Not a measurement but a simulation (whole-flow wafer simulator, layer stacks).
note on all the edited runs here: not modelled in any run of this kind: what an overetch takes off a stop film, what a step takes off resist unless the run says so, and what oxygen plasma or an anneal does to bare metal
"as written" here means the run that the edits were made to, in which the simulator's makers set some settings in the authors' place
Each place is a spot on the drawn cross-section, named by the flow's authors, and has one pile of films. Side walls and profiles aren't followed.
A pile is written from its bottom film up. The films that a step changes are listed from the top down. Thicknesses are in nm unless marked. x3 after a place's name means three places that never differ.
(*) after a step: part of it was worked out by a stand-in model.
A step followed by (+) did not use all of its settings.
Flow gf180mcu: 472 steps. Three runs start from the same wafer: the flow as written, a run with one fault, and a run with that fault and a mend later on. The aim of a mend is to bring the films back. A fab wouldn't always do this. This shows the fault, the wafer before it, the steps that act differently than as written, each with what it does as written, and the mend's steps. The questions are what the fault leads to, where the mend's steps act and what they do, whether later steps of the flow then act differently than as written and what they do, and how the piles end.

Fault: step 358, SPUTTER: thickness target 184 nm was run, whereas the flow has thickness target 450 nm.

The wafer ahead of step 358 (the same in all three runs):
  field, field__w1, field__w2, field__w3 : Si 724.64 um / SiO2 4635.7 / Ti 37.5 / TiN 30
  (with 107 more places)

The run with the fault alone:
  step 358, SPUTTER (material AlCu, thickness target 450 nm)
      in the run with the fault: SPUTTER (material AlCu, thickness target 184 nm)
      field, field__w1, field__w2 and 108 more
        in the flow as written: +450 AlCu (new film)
        in the run with the fault: +184 AlCu (new film)
  Steps further on in the flow that do not act as written:
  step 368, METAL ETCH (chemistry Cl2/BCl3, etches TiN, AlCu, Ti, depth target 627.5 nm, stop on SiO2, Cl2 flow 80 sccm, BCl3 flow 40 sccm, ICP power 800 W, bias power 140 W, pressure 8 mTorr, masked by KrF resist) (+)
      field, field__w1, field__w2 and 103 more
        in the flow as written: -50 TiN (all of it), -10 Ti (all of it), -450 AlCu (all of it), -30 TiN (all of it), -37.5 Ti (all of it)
        in the run with the fault: -50 TiN (all of it), -10 Ti (all of it), -184 AlCu (all of it), -30 TiN (all of it), -37.5 Ti (all of it)
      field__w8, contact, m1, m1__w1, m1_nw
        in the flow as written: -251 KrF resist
        in the run with the fault: -186.9 KrF resist
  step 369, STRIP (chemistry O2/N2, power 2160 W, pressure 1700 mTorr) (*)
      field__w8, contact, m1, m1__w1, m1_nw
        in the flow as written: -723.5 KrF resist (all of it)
        in the run with the fault: -787.6 KrF resist (all of it)
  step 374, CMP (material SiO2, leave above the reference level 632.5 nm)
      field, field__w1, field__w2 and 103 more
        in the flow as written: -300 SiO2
        in the run with the fault: -566 SiO2
  At field, field__w1, field__w2 and 109 more, the piles at the end differ from the flow's by more than 2% or 0.5 nm, whichever is larger.
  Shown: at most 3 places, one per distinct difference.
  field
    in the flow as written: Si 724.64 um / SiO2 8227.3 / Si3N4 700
    in the run with the fault: Si 724.64 um / SiO2 7961.3 / Si3N4 700
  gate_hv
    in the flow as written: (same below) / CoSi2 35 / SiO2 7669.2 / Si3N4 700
    in the run with the fault: (same below) / CoSi2 35 / SiO2 7403.2 / Si3N4 700
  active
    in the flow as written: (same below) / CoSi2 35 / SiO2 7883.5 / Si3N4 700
    in the run with the fault: (same below) / CoSi2 35 / SiO2 7617.5 / Si3N4 700

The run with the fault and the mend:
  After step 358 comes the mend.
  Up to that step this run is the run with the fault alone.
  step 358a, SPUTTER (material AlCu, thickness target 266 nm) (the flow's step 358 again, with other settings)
      field, field__w1, field__w2 and 108 more
        +266 AlCu
  Later steps of the flow that are run all act as written at every place that is followed.
  The piles end the same as the flow's at every place that both follow.
